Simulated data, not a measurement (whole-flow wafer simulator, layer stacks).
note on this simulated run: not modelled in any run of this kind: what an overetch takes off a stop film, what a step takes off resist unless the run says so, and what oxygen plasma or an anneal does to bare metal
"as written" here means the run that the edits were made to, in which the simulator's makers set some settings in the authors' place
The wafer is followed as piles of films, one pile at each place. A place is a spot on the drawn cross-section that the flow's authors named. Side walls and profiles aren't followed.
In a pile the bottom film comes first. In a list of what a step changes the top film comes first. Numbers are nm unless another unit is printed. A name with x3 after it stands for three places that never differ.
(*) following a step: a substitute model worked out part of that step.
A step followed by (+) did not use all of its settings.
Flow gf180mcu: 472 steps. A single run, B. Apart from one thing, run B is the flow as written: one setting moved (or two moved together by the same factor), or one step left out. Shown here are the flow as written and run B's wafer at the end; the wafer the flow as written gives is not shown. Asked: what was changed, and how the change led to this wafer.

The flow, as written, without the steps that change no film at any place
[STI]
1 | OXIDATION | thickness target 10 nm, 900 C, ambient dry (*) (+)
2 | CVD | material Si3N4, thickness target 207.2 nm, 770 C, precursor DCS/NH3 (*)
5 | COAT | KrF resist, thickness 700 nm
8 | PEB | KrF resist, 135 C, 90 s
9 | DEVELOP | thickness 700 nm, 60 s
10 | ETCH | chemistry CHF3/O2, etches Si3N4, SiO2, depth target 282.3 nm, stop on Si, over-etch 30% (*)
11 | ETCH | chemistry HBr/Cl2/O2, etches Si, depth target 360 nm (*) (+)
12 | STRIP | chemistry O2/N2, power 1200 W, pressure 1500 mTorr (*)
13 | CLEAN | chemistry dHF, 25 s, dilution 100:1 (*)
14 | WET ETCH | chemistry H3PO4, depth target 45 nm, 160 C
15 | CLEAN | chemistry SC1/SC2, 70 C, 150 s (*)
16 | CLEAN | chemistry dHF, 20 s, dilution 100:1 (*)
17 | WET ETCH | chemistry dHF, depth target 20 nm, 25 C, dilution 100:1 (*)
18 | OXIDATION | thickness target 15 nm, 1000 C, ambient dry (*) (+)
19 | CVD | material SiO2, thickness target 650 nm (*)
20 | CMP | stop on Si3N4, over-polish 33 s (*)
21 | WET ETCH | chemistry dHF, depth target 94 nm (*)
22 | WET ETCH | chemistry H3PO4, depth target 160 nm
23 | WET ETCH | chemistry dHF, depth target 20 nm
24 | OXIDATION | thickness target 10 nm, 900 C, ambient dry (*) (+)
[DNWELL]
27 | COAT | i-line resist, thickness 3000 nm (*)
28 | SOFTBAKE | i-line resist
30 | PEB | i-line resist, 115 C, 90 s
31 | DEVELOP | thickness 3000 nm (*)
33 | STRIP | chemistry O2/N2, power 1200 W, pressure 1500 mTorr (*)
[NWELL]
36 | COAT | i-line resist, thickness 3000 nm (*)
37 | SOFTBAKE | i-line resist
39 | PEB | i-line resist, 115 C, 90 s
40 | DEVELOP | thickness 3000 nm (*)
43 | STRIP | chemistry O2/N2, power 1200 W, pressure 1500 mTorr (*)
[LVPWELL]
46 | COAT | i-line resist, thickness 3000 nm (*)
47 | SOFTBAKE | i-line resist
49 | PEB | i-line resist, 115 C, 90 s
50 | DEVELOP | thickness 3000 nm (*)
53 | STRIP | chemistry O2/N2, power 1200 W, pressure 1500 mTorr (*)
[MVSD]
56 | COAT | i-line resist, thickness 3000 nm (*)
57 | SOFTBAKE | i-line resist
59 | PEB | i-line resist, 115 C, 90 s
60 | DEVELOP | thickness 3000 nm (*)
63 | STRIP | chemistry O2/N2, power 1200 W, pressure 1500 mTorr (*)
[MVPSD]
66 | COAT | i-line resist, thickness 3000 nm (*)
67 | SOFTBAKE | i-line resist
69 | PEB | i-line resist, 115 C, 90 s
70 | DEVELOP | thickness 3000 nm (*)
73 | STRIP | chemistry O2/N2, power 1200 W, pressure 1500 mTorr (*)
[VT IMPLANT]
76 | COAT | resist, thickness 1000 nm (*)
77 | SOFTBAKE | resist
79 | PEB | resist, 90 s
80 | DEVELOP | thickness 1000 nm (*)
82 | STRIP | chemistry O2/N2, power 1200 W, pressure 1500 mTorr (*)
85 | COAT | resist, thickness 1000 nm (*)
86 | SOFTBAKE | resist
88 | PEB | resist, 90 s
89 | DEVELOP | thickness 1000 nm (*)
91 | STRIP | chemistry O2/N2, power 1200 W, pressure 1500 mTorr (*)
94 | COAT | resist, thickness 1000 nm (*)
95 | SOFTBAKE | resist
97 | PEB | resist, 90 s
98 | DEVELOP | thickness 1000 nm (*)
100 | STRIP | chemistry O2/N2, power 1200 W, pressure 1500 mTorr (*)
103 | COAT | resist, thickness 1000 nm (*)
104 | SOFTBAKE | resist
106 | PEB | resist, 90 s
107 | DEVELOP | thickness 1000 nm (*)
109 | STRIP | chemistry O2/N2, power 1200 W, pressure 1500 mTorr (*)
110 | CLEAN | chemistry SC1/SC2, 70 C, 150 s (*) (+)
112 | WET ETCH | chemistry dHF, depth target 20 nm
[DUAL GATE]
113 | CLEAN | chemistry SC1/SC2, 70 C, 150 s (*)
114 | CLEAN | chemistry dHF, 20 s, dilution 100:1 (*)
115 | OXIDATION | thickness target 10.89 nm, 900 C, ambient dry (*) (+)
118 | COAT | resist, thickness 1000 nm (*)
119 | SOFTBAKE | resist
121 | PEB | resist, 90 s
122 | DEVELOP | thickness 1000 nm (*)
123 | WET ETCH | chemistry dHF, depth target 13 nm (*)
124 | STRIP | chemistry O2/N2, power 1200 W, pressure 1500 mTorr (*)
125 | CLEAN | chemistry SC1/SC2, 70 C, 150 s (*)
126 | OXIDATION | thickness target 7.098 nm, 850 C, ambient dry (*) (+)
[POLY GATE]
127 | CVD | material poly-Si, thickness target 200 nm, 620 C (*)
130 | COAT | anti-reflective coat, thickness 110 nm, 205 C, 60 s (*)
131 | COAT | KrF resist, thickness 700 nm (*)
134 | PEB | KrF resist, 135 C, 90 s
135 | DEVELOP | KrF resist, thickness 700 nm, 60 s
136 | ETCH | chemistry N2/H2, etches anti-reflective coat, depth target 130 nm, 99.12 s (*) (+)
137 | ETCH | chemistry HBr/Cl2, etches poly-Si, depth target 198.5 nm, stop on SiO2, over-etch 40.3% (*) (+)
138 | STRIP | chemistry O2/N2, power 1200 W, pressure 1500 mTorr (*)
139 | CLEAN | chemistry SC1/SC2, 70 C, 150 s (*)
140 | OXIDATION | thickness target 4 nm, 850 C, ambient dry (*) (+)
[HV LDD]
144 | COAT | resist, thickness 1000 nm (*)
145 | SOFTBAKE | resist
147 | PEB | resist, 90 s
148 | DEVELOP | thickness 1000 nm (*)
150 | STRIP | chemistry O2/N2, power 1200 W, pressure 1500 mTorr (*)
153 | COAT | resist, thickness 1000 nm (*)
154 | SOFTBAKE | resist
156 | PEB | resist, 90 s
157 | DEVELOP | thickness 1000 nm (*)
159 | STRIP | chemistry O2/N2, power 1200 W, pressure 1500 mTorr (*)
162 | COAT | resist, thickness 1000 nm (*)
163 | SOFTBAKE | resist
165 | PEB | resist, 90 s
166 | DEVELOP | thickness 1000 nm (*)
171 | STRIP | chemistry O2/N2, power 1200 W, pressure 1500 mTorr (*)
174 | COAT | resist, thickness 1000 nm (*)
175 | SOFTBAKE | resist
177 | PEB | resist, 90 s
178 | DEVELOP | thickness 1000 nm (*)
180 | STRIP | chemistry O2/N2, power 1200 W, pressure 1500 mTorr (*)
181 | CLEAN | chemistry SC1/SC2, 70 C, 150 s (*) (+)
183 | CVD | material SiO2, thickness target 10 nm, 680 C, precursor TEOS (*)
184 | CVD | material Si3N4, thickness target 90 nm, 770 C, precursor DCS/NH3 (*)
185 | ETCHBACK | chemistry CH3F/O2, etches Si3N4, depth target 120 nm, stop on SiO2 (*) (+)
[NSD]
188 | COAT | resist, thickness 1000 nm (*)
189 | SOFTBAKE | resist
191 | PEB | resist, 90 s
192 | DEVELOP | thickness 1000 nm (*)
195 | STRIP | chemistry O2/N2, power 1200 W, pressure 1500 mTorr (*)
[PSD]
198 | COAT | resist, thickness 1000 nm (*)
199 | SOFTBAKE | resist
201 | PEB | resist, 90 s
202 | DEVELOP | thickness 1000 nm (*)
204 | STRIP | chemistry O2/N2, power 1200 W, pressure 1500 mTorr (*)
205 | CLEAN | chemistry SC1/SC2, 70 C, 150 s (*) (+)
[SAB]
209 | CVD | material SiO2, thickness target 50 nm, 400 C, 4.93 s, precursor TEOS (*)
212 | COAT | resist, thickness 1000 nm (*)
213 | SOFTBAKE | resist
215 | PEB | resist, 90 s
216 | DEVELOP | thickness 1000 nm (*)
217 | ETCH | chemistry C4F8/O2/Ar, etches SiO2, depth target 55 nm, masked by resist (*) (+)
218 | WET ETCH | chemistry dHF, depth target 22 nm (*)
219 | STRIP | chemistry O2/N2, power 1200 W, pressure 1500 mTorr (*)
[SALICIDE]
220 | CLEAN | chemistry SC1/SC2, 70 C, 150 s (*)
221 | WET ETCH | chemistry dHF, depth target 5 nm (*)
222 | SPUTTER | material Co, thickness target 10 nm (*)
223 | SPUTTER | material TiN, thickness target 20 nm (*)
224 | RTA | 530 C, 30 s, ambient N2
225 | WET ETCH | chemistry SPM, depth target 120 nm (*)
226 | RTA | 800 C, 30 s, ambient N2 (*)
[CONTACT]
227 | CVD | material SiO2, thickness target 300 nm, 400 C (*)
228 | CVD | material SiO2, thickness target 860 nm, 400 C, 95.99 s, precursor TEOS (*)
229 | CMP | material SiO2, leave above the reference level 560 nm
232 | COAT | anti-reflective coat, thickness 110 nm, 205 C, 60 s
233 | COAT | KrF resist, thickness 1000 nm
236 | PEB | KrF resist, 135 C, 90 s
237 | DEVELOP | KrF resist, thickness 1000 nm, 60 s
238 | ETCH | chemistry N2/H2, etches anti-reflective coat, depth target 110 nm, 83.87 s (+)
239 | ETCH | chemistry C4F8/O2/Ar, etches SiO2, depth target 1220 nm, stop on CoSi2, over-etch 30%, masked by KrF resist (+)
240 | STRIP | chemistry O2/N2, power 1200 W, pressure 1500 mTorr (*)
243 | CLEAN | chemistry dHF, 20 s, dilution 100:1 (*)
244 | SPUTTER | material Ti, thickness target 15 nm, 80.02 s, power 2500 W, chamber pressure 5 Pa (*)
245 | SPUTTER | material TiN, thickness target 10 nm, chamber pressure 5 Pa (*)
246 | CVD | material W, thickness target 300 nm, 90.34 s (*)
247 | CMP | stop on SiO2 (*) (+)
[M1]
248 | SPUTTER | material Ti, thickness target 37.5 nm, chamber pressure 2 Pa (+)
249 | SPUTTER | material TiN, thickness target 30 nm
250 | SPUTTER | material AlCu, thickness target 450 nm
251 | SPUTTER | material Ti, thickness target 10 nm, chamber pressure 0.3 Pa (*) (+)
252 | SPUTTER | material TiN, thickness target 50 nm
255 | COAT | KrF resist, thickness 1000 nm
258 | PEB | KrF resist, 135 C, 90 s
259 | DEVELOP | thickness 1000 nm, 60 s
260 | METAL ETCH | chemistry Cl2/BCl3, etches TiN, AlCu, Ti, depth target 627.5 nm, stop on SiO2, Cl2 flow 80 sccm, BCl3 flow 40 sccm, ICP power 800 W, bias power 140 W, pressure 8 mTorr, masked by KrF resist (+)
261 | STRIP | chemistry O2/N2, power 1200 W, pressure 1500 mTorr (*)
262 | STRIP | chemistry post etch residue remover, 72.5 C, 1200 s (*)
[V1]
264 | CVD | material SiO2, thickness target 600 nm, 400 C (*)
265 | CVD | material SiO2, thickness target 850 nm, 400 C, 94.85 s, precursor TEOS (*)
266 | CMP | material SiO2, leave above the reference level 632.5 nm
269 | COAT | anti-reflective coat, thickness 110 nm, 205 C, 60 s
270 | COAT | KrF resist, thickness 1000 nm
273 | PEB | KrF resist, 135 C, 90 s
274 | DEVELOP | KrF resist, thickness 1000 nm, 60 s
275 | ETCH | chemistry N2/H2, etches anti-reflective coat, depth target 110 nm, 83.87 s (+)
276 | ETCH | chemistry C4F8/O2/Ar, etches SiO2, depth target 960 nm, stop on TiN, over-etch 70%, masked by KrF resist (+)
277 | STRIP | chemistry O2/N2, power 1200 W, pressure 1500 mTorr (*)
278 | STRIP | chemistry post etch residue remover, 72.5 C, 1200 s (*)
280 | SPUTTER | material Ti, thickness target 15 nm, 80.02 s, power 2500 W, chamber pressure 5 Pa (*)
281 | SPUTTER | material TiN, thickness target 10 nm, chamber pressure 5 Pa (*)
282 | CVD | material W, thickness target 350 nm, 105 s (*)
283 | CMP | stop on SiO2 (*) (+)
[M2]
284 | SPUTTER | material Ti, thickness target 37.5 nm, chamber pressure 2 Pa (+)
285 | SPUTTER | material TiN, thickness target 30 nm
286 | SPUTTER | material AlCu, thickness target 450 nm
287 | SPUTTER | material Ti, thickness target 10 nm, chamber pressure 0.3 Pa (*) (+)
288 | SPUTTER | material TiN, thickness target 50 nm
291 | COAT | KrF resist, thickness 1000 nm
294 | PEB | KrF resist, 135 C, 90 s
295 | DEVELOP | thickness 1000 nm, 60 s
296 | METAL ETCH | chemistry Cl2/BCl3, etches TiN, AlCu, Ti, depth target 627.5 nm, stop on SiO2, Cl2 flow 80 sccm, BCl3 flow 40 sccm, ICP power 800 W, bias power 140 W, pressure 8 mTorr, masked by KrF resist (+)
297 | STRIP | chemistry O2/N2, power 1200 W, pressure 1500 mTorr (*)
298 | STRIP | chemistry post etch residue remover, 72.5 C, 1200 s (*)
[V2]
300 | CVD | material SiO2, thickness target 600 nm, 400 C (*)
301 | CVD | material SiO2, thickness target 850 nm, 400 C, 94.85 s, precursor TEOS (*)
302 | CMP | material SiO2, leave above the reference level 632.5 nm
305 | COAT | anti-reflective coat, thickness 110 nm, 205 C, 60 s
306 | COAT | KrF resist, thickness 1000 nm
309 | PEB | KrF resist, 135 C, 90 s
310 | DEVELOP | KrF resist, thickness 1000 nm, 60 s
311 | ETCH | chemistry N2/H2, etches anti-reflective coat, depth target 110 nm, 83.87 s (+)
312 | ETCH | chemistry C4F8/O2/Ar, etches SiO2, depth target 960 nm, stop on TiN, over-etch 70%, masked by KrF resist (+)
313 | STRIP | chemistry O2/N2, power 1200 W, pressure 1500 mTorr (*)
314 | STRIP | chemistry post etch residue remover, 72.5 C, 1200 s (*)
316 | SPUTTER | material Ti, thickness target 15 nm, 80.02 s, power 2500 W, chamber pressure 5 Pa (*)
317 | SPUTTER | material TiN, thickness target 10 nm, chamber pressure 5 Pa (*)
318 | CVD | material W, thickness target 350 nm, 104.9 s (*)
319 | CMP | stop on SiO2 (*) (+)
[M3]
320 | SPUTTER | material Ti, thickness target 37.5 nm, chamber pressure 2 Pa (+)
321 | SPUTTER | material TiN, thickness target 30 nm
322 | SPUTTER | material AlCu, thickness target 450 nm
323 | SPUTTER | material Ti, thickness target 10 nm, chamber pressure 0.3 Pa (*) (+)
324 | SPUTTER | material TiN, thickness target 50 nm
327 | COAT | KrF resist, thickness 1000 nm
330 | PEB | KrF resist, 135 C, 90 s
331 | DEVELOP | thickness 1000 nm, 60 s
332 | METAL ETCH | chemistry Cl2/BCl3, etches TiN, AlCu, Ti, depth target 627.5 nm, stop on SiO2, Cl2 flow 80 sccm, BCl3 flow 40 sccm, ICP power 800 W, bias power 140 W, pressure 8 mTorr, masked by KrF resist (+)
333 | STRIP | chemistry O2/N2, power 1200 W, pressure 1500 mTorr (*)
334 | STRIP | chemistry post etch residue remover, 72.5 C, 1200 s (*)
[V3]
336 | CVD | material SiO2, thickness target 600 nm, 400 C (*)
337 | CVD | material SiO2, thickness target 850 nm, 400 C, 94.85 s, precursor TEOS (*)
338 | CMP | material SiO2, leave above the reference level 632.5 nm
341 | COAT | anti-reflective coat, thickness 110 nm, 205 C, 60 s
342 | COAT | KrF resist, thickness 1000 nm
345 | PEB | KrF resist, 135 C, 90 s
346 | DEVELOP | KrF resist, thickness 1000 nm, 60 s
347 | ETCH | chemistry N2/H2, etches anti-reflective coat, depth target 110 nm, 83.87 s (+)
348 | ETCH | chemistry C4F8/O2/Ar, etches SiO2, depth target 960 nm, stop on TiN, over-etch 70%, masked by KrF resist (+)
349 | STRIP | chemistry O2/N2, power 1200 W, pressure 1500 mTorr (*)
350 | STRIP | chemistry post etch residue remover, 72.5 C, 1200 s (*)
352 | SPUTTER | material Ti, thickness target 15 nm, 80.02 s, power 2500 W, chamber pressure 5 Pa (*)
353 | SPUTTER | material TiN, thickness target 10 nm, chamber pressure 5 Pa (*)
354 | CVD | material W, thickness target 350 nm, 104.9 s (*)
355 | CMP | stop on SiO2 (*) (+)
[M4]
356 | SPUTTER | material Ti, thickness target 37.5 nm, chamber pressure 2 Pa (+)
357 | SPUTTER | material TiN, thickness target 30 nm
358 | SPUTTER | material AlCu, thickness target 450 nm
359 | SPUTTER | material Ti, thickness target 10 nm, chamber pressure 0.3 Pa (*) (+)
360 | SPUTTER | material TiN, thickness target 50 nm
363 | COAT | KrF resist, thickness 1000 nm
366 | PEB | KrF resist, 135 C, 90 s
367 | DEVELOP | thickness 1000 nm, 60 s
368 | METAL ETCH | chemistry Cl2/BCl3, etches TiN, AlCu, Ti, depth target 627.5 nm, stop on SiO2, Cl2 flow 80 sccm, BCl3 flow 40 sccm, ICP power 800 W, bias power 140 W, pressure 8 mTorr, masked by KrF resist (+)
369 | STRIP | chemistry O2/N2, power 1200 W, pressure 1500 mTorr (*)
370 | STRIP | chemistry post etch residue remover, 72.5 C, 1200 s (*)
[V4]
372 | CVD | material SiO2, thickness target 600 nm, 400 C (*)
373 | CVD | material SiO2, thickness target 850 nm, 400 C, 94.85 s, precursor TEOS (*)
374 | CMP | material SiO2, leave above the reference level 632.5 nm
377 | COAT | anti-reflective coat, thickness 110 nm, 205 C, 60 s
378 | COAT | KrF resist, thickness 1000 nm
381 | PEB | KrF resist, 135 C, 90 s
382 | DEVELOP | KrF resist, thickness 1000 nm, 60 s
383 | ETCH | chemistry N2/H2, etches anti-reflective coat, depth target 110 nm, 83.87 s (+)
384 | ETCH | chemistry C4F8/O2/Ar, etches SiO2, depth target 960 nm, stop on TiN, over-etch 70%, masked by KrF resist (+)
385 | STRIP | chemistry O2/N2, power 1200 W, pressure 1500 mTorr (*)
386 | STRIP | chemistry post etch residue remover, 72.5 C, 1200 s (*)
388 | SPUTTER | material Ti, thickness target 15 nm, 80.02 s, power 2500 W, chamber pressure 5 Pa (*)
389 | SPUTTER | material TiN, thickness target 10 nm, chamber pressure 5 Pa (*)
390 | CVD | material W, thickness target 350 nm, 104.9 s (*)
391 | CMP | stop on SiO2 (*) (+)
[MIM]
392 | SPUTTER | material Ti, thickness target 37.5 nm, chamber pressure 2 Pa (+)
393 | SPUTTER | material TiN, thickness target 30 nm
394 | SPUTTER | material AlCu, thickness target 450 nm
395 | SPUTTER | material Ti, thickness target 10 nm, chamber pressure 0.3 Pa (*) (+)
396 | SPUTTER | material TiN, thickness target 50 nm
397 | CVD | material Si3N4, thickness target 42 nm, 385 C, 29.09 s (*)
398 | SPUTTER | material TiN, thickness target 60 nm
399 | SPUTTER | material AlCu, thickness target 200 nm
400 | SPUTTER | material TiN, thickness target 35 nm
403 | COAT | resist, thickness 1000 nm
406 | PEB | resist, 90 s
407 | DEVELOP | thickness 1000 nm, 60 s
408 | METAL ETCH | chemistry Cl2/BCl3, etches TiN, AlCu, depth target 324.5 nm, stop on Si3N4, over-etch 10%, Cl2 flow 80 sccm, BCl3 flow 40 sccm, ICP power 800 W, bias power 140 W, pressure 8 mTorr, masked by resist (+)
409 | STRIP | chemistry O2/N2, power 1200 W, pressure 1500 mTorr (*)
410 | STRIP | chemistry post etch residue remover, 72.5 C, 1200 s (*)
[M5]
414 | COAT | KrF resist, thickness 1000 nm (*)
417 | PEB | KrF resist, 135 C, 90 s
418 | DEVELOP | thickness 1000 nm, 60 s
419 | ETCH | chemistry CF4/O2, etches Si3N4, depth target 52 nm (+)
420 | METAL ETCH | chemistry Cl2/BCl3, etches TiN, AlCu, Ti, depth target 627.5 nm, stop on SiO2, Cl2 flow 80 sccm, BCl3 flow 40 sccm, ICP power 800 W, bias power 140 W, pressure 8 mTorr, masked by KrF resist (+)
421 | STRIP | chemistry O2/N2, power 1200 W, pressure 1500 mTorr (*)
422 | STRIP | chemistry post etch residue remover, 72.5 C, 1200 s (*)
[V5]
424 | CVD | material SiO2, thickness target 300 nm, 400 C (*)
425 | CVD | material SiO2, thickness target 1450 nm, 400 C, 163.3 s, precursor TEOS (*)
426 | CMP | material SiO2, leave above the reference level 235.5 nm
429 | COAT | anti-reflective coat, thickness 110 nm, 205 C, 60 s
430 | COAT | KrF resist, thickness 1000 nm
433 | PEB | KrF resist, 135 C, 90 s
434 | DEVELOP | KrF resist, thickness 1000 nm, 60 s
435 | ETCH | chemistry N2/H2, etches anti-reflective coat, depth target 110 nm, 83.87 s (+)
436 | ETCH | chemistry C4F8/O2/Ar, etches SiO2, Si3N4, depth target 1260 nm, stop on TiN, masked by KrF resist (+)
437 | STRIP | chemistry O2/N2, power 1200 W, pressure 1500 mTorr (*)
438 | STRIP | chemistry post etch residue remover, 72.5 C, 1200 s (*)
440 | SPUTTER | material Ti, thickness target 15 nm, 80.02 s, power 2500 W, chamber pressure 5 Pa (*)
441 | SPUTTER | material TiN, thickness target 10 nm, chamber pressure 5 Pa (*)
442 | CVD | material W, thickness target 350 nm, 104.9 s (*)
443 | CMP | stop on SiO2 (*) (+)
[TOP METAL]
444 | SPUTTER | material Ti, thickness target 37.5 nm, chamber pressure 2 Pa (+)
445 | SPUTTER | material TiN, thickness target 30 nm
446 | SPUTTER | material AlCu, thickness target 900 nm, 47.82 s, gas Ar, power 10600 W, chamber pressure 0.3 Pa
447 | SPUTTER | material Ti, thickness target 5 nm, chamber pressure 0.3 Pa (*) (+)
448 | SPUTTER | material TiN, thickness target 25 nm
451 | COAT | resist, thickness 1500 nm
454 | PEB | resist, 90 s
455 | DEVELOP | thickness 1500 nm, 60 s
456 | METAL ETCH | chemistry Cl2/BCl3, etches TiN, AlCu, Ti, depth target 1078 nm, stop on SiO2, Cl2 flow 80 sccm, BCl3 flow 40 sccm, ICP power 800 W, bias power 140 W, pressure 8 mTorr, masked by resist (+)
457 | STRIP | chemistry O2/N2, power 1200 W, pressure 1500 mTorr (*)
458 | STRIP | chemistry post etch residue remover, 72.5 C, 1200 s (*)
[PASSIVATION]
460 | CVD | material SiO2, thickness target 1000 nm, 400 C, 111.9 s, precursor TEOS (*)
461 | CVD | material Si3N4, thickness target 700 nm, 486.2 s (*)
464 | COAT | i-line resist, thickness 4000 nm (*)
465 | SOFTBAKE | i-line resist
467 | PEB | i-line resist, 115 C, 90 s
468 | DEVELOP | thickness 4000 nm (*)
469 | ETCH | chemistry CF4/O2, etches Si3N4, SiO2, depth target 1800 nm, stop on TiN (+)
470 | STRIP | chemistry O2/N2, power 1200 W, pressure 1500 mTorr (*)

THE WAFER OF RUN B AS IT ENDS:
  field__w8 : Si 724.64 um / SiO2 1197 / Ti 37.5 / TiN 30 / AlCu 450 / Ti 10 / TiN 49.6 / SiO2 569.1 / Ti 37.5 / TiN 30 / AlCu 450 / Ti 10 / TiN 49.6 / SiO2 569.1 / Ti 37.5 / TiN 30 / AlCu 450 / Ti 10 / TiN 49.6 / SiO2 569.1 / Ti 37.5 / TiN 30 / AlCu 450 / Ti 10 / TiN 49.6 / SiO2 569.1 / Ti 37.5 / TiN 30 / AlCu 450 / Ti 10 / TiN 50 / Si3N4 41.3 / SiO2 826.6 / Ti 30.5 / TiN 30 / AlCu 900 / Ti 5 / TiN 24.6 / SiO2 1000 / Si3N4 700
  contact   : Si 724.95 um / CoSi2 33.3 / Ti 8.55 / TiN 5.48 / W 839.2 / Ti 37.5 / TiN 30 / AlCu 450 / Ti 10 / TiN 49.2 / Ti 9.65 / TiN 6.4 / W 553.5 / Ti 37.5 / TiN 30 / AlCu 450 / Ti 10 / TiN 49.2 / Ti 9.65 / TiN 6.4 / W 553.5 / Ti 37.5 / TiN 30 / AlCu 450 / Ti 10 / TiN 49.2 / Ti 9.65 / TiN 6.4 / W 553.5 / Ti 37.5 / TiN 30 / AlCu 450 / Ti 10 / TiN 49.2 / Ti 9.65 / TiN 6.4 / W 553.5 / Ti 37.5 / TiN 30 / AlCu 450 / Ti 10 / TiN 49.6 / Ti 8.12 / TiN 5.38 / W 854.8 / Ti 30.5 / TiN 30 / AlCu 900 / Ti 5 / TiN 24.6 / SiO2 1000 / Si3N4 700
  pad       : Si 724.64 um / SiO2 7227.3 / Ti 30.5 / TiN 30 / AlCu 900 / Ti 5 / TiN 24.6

Cause: step 444, SPUTTER: thickness target 30.47 nm was run, whereas the flow has thickness target 37.5 nm.
The wafer itself shows it: field__w8 has Ti 30.5, and step 444 as written asks for 37.5 nm.

Step by step, how the change led to this:
  444 | SPUTTER | material Ti, thickness target 37.5 nm, chamber pressure 2 Pa (+)
      field, field__w1, field__w2 and 109 more: +30.5 Ti (new film) (as written it would have been: +37.5 Ti (new film))
  456 | METAL ETCH | chemistry Cl2/BCl3, etches TiN, AlCu, Ti, depth target 1078 nm, stop on SiO2, Cl2 flow 80 sccm, BCl3 flow 40 sccm, ICP power 800 W, bias power 140 W, pressure 8 mTorr, masked by resist (+)
      field, field__w1, field__w2 and 103 more: -25 TiN (all of it), -5 Ti (all of it), -900 AlCu (all of it), -30 TiN (all of it), -30.5 Ti (all of it) (as written it would have been: -25 TiN (all of it), -5 Ti (all of it), -900 AlCu (all of it), -30 TiN (all of it), -37.5 Ti (all of it))
